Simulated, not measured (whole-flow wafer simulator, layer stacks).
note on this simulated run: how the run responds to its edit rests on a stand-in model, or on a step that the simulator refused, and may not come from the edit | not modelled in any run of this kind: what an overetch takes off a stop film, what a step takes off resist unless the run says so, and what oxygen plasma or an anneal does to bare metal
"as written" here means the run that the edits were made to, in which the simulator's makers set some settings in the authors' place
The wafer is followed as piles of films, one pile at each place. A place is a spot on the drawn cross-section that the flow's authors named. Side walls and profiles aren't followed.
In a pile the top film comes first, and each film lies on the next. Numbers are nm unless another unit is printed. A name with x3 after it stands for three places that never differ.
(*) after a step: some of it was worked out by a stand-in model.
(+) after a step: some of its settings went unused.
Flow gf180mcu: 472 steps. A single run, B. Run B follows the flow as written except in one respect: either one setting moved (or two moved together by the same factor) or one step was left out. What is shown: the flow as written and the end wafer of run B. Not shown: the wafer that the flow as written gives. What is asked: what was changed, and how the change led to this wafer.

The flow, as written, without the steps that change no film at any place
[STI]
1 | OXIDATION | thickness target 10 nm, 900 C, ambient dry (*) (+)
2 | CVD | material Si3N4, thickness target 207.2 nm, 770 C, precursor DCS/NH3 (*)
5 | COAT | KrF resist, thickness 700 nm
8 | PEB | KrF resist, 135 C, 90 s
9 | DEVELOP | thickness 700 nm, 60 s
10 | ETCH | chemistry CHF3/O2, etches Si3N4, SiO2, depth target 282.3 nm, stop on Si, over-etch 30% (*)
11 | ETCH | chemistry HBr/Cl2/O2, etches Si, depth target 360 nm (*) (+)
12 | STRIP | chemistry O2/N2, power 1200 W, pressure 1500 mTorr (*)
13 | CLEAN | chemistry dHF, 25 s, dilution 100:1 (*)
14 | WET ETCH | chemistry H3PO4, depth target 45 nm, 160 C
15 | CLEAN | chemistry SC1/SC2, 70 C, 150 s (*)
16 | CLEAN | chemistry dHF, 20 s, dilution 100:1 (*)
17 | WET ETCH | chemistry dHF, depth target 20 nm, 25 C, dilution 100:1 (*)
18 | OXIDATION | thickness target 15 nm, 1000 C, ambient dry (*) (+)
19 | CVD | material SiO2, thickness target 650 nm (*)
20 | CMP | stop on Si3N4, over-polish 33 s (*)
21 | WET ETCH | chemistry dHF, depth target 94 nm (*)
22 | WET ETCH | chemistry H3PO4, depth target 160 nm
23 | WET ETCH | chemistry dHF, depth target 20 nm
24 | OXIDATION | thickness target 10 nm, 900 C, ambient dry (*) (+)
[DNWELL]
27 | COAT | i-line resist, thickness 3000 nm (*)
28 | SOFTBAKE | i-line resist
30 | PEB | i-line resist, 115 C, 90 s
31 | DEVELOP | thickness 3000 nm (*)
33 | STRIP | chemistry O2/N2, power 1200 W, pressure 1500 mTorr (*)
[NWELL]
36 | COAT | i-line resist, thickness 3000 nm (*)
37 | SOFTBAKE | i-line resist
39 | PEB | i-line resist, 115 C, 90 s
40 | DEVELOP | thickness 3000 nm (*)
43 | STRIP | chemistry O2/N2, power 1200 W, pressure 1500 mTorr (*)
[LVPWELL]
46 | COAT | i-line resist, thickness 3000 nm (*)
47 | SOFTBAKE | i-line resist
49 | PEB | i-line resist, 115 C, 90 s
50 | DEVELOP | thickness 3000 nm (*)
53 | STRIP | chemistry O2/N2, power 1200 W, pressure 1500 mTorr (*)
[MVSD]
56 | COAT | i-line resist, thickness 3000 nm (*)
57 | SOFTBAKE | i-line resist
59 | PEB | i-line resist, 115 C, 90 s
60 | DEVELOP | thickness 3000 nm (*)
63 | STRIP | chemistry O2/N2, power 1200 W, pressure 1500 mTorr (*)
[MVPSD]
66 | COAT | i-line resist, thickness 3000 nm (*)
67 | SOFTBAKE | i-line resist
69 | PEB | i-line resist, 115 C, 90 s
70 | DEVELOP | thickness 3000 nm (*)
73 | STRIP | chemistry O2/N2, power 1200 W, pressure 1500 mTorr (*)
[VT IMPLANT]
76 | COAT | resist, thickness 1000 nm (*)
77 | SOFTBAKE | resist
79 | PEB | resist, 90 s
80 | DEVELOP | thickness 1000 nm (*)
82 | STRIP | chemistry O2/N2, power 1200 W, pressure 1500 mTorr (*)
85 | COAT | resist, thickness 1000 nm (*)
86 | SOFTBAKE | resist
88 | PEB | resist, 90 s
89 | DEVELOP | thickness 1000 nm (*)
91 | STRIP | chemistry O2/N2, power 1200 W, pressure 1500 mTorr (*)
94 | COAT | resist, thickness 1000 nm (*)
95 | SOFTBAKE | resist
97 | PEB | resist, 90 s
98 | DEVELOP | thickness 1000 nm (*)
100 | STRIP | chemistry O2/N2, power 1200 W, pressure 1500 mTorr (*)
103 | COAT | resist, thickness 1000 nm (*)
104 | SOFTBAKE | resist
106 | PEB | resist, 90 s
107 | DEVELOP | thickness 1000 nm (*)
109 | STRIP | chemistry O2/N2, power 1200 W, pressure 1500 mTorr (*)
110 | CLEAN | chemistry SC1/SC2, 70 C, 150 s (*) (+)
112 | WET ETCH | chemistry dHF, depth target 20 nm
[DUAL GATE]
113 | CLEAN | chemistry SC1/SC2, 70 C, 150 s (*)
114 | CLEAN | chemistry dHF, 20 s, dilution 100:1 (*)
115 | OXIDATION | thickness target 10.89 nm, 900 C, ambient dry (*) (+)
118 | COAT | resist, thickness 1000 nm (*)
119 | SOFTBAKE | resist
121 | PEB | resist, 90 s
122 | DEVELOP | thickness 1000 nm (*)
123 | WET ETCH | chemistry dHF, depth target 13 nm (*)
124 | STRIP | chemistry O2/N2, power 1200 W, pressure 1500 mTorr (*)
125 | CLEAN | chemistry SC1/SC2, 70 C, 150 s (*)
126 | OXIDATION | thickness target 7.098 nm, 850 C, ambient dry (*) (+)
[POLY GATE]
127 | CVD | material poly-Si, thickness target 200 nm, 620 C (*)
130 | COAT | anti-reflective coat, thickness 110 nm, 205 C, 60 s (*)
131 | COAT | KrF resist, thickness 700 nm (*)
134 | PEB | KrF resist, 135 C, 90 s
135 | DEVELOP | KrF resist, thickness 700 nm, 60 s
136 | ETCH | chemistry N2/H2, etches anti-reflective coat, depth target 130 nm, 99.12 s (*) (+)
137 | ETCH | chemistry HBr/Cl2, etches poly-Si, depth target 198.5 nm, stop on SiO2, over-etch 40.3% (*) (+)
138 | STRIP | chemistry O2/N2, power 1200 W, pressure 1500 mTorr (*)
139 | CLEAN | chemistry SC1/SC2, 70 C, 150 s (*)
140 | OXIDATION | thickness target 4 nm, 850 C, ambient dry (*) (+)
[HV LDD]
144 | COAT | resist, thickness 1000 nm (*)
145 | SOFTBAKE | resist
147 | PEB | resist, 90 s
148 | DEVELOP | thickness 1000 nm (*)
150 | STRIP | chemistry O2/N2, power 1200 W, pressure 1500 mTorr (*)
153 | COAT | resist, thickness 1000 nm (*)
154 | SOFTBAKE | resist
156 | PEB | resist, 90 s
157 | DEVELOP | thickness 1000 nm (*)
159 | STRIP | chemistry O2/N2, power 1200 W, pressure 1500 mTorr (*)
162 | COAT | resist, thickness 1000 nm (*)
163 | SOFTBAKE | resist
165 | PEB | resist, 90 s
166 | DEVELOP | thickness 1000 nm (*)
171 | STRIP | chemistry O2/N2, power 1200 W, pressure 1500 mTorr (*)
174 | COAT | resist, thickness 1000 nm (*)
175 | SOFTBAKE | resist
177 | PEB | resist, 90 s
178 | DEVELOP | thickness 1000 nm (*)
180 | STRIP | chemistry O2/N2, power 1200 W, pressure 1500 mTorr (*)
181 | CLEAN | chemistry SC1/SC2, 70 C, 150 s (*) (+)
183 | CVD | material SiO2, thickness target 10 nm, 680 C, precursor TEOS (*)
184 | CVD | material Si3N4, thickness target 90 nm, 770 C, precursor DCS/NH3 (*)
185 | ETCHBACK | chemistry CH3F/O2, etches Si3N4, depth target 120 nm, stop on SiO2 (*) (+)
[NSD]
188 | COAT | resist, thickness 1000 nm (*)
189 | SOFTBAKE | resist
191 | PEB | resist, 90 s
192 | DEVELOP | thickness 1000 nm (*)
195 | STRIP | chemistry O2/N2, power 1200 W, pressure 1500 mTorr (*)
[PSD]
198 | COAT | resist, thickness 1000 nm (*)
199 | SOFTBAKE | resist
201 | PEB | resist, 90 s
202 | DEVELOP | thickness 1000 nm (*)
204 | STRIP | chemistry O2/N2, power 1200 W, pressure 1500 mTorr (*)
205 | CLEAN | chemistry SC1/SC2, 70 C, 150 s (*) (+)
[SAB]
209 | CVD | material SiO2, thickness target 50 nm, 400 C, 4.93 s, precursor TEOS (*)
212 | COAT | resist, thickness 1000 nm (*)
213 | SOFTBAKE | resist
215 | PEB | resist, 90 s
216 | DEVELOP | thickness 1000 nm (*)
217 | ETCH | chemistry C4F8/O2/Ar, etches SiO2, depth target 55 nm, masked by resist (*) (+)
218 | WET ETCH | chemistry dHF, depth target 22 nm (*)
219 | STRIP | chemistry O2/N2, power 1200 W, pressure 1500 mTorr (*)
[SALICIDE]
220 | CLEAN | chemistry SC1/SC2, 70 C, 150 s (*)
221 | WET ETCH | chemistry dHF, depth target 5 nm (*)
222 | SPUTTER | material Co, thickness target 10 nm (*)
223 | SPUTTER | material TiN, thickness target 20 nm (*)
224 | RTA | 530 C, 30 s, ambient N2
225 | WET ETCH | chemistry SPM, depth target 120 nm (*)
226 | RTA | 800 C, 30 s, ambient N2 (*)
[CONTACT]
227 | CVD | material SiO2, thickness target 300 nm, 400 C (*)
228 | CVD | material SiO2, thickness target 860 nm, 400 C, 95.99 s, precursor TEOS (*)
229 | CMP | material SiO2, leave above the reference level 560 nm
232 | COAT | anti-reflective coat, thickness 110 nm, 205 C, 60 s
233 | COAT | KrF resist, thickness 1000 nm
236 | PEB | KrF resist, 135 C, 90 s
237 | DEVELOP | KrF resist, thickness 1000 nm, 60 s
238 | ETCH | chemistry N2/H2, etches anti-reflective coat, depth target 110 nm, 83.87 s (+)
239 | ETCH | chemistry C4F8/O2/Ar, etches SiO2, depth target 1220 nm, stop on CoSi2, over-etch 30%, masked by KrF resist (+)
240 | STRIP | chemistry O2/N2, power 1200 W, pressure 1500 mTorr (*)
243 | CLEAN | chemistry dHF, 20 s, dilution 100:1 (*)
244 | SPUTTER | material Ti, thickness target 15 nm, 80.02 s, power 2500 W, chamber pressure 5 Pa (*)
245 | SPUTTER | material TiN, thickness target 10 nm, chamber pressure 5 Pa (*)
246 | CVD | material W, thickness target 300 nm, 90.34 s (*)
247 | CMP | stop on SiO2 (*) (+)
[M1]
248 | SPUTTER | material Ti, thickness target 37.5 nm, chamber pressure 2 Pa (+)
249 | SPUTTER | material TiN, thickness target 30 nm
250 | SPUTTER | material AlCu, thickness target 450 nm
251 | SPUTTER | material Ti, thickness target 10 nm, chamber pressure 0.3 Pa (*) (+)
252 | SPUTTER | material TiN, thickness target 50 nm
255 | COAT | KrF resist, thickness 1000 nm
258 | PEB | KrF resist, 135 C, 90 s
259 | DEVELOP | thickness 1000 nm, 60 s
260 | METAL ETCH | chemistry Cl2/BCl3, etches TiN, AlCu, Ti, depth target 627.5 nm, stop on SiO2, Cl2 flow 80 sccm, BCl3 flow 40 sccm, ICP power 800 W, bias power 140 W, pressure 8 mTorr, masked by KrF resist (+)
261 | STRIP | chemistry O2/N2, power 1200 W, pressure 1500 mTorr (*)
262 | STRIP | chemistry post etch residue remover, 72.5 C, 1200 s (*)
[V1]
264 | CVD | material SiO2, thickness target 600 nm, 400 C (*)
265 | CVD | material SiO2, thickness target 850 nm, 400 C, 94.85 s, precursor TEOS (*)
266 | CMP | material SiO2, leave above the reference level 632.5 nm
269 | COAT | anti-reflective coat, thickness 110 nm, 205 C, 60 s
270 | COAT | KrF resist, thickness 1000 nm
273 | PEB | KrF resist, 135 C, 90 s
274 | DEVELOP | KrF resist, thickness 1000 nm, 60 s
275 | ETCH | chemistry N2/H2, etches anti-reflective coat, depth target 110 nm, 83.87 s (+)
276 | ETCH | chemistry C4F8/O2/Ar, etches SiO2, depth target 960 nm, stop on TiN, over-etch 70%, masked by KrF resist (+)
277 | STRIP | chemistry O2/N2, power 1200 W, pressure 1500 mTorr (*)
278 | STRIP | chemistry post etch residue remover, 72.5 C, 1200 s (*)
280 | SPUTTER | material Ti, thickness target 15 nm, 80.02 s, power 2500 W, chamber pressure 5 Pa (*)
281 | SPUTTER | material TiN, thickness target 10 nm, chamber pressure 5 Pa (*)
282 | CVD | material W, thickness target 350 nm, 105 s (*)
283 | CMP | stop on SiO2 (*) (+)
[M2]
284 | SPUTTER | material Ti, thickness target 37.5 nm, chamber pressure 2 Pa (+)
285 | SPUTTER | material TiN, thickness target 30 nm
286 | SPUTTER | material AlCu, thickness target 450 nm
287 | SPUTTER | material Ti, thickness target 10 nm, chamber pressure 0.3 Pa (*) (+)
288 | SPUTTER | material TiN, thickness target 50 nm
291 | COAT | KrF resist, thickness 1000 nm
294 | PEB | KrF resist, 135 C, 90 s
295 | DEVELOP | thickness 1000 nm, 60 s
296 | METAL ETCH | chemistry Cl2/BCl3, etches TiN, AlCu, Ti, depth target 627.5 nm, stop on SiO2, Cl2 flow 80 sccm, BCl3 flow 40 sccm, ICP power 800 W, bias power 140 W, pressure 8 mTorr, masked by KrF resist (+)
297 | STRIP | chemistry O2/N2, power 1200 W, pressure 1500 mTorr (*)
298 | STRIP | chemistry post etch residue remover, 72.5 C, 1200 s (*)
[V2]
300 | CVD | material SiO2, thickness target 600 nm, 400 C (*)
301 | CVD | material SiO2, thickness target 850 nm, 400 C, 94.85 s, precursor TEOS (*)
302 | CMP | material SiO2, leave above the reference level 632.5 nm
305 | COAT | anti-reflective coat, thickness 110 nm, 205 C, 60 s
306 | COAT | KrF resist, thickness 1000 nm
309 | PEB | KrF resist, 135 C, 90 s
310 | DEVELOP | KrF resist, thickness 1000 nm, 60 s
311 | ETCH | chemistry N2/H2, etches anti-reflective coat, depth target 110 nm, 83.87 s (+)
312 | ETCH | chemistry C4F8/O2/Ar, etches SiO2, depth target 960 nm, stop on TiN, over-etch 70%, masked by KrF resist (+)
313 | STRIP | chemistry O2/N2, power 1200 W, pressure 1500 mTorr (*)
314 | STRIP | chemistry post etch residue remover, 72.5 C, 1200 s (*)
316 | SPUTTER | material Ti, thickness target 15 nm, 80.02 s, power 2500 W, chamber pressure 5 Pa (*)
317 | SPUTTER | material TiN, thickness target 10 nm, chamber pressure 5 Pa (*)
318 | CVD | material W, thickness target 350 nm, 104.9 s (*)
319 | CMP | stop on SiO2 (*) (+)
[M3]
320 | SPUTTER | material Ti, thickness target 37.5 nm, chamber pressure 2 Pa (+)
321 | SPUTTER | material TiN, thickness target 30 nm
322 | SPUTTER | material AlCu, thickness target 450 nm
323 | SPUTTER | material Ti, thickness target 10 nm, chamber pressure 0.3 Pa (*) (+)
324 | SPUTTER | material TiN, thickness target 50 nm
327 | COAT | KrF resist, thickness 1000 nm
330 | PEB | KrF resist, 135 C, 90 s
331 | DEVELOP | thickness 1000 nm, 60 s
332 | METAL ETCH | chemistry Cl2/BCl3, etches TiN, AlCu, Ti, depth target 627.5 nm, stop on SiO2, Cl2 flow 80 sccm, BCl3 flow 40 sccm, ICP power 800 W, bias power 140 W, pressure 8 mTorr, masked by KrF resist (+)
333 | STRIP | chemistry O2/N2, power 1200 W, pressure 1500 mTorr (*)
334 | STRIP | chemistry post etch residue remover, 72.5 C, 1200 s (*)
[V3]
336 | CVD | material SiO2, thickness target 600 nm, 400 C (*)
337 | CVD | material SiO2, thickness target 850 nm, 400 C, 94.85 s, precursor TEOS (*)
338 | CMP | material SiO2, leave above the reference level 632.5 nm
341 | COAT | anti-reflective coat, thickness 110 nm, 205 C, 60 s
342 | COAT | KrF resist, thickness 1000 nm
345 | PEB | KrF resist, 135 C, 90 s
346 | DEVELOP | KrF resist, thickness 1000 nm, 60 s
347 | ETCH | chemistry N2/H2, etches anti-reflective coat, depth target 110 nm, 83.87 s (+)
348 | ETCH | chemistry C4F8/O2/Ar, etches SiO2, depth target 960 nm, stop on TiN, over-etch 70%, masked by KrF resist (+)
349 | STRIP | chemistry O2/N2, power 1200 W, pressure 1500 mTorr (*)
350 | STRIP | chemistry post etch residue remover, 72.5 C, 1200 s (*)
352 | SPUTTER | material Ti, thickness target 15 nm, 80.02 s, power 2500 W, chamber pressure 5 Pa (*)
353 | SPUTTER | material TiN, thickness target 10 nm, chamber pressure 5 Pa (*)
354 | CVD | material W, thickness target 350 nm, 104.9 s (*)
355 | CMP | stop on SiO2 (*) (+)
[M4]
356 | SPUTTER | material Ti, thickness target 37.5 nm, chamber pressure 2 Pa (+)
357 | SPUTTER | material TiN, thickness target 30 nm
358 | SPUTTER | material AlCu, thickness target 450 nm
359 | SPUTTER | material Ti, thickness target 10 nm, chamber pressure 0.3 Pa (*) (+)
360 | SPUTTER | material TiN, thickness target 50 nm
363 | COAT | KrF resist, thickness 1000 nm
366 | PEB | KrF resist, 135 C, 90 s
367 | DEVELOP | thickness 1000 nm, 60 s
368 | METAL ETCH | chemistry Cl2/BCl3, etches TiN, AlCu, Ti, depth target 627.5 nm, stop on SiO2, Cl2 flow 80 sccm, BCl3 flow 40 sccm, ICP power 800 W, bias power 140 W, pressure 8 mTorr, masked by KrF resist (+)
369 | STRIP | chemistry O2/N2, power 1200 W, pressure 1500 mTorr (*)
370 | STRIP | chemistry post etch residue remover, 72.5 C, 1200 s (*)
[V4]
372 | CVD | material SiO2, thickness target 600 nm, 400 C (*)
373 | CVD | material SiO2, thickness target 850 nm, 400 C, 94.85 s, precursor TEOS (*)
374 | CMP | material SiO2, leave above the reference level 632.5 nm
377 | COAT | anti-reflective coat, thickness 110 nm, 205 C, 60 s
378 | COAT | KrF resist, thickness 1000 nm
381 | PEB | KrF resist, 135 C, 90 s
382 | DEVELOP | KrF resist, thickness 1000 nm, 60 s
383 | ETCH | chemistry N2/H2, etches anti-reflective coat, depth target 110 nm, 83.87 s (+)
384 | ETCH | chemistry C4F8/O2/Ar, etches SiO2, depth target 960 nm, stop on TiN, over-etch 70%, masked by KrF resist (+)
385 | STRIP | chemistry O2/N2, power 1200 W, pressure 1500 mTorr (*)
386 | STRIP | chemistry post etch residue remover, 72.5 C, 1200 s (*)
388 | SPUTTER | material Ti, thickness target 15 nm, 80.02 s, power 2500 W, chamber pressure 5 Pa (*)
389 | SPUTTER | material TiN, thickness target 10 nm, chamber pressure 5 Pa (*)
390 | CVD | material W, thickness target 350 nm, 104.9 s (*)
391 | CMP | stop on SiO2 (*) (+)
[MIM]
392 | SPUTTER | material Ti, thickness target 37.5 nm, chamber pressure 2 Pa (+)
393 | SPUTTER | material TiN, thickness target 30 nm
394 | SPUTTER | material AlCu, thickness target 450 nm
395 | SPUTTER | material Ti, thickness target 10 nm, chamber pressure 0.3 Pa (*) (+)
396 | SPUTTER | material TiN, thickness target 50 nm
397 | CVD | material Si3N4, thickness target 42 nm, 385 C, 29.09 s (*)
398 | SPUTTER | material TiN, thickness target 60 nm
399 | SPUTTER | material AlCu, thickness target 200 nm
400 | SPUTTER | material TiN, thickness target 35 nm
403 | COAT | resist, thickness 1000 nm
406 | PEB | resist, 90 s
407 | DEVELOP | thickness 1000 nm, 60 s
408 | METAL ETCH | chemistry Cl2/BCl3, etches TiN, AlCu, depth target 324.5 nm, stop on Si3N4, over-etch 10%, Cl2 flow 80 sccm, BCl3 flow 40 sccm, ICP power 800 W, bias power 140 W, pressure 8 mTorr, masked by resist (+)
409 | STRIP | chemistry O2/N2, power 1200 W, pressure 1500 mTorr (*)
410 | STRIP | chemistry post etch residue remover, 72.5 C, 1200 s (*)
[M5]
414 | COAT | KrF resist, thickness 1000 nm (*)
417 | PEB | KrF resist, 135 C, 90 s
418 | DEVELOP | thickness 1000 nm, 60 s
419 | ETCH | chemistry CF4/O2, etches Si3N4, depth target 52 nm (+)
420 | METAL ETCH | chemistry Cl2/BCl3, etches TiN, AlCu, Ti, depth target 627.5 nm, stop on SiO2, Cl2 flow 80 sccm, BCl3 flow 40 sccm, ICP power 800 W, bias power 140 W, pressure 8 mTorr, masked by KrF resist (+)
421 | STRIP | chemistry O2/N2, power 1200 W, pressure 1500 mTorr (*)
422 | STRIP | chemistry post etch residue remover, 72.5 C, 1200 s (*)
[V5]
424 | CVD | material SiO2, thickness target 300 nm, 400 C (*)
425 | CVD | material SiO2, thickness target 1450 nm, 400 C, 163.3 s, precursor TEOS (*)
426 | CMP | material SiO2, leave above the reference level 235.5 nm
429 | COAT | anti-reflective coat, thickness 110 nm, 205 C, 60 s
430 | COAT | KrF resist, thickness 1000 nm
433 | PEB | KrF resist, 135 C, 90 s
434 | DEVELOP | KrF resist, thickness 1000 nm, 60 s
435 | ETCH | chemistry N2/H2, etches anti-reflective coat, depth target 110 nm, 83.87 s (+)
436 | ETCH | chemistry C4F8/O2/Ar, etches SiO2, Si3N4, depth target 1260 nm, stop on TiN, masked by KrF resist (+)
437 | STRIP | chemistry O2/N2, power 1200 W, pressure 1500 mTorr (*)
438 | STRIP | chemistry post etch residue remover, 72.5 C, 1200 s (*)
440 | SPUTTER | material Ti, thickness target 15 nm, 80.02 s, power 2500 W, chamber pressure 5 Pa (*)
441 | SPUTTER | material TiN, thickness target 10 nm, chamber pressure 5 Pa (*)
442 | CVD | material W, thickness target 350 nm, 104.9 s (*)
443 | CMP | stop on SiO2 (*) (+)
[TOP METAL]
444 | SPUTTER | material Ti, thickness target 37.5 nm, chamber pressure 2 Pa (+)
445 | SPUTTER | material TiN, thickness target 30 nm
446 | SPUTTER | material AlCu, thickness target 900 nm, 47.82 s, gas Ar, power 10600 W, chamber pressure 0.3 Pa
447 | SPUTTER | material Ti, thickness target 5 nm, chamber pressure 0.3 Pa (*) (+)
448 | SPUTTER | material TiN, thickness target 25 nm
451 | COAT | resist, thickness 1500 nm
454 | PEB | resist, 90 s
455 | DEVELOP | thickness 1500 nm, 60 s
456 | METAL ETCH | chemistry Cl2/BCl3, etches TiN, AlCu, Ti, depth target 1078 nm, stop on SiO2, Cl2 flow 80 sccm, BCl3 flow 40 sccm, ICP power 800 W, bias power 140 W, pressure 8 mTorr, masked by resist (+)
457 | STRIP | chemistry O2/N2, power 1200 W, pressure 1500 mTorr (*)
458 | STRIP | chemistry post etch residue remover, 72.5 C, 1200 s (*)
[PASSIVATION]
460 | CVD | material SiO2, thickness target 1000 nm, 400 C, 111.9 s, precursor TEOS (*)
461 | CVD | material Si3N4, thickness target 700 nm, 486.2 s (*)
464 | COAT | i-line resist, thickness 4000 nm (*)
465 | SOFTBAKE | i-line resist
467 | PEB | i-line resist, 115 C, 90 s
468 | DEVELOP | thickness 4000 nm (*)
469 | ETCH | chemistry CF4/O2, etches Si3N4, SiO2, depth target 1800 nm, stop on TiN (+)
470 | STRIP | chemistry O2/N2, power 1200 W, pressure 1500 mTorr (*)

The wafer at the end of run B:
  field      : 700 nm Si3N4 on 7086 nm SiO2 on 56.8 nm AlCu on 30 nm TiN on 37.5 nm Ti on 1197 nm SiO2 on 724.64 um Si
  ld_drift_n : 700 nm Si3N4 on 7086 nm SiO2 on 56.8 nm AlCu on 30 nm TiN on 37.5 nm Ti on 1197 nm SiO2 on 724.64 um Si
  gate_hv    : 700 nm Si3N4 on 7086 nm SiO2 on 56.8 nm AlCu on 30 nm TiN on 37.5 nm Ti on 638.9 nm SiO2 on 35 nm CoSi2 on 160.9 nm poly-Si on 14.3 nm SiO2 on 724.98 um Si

What caused this: step 250, SPUTTER: thickness target 630 nm was run, though the flow has thickness target 450 nm.

How this came from the change, step by step:
  250 | SPUTTER | material AlCu, thickness target 450 nm
      field, field__w1, field__w2 and 108 more: +630 AlCu (new film) (as written it would have been: +450 AlCu (new film))
  260 | METAL ETCH | chemistry Cl2/BCl3, etches TiN, AlCu, Ti, depth target 627.5 nm, stop on SiO2, Cl2 flow 80 sccm, BCl3 flow 40 sccm, ICP power 800 W, bias power 140 W, pressure 8 mTorr, masked by KrF resist (+)
      field, field__w1, field__w2 and 99 more: -50 TiN (all of it), -10 Ti (all of it), -567.5 AlCu (as written it would have been: -50 TiN (all of it), -10 Ti (all of it), -450 AlCu (all of it), -30 TiN (all of it), -37.5 Ti (all of it))
  262 | STRIP | chemistry post etch residue remover, 72.5 C, 1200 s (*)
      field, field__w1, field__w2 and 99 more: -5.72 AlCu (as written it would have been: nothing)
  264 | CVD | material SiO2, thickness target 600 nm, 400 C (*)
      field, field__w1, field__w2 and 99 more: +600 SiO2 (new film) (as written it would have been: +600 SiO2)
  266 | CMP | material SiO2, leave above the reference level 632.5 nm
      field, field__w1, field__w2 and 99 more: -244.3 SiO2 (as written it would have been: -300 SiO2)
With metal films that touch counted as one body, field has 1 body; the flow as written gives 0 bodies.
With metal films that touch counted as one body, ld_drift_n has 1 body; the flow as written gives 0 bodies.
With metal films that touch counted as one body, gate_hv has 2 bodies (between them, from the top down: SiO2 638.9); the flow as written gives 1 body.
